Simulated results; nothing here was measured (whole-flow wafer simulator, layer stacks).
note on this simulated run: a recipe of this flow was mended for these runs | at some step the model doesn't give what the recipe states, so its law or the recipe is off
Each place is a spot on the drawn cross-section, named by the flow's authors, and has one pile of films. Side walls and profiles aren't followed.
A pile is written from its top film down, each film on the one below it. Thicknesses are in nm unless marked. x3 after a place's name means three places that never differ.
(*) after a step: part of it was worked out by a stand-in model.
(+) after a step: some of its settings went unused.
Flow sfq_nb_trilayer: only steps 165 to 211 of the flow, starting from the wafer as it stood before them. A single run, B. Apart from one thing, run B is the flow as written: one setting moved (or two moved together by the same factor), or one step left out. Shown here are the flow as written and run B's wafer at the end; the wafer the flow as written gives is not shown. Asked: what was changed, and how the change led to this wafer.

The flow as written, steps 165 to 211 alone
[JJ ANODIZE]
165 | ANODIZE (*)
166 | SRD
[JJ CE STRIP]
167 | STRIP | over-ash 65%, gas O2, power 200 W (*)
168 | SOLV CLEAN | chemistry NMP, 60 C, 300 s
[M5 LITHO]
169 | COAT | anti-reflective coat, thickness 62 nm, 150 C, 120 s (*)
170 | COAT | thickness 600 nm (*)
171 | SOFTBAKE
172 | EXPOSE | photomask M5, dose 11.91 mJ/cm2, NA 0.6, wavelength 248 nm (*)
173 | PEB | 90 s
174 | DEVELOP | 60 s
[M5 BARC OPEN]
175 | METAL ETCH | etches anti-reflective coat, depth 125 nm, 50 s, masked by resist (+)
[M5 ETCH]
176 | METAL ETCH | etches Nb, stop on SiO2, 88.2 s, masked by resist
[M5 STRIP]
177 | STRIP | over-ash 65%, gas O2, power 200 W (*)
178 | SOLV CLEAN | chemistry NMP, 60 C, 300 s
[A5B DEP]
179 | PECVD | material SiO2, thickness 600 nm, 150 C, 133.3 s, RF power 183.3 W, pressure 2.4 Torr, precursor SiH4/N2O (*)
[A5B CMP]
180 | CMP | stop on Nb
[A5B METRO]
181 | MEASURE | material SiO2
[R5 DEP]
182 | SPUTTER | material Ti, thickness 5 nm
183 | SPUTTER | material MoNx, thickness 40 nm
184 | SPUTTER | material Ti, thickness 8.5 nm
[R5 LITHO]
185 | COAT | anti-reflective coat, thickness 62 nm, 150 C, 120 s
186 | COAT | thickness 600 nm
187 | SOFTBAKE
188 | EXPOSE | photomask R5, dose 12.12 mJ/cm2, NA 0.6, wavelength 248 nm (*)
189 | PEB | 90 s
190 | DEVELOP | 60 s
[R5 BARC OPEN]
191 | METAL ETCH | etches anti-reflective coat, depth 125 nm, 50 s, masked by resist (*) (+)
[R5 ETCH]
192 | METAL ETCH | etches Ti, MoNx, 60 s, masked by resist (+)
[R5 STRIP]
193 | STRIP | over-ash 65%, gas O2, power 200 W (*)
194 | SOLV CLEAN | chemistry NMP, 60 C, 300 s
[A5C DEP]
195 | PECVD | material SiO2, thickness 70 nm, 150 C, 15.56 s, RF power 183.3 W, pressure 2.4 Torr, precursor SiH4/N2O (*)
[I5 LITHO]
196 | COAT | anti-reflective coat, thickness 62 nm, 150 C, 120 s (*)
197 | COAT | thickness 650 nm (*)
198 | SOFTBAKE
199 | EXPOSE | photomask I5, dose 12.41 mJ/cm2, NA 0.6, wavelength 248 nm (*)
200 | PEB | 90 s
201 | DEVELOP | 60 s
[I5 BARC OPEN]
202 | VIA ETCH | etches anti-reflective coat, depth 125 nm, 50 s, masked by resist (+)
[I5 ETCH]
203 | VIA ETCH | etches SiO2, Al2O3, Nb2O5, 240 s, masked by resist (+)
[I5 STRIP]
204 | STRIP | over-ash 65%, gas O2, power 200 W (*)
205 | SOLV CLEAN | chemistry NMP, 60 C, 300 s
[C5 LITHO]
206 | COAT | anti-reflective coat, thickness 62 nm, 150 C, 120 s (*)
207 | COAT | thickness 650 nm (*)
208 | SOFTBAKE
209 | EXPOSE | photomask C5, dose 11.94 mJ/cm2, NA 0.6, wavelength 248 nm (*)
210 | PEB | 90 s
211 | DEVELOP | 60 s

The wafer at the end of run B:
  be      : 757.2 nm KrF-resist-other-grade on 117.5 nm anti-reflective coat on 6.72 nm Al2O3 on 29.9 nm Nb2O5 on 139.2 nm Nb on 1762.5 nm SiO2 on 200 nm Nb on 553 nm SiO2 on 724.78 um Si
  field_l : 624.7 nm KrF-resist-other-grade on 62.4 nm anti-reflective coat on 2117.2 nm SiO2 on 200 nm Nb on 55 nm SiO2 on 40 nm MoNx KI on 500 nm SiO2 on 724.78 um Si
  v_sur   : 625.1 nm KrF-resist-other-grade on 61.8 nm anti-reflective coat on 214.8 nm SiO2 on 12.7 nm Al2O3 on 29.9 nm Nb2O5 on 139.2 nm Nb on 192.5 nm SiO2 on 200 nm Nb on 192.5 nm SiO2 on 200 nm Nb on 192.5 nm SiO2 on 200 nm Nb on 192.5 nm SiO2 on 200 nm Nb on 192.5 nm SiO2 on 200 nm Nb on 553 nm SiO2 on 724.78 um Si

What caused this: step 203, VIA ETCH: 147 s was run, while the flow as written has 240 s.

Step by step, how the change led to this:
  203 | VIA ETCH | etches SiO2, Al2O3, Nb2O5, 240 s, masked by resist (+)
      be: SiO2 loses 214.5 (all of it), Al2O3 loses 5.97 (it would be, as written: SiO2 loses 214.5 (all of it), Al2O3 loses 12.7 (all of it), Nb2O5 loses 29.9 (all of it), Nb loses 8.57)
      field_l, v_sur, via_wl and 102 more: KrF-resist-other-grade loses 147 (it would be, as written: KrF-resist-other-grade loses 240)
  204 | STRIP | over-ash 65%, gas O2, power 200 W (*)
      p4_fl x5, p4_w1 x9, p3_s0 x9, l0r_line_l x3, l0r_space_c x19, m0r_space_l x2: KrF-resist-other-grade loses 408.7 (all of it), anti-reflective coat loses 62 (all of it) (it would be, as written: KrF-resist-other-grade loses 315.7 (all of it), anti-reflective coat loses 62 (all of it))
      wl_b_sl, wl_b_m5, wl_b_sr and 14 more: KrF-resist-other-grade loses 408.6 (all of it), anti-reflective coat loses 62 (all of it) (it would be, as written: KrF-resist-other-grade loses 315.6 (all of it), anti-reflective coat loses 62 (all of it))
      (as well as at 41 more places)
  206 | COAT | anti-reflective coat, thickness 62 nm, 150 C, 120 s (*)
      be: anti-reflective coat gains 117.5 (new film) (it would be, as written: anti-reflective coat gains 124.3 (new film))
  207 | COAT | thickness 650 nm (*)
      be: KrF-resist-other-grade gains 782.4 (new film) (it would be, as written: KrF-resist-other-grade gains 815 (new film))
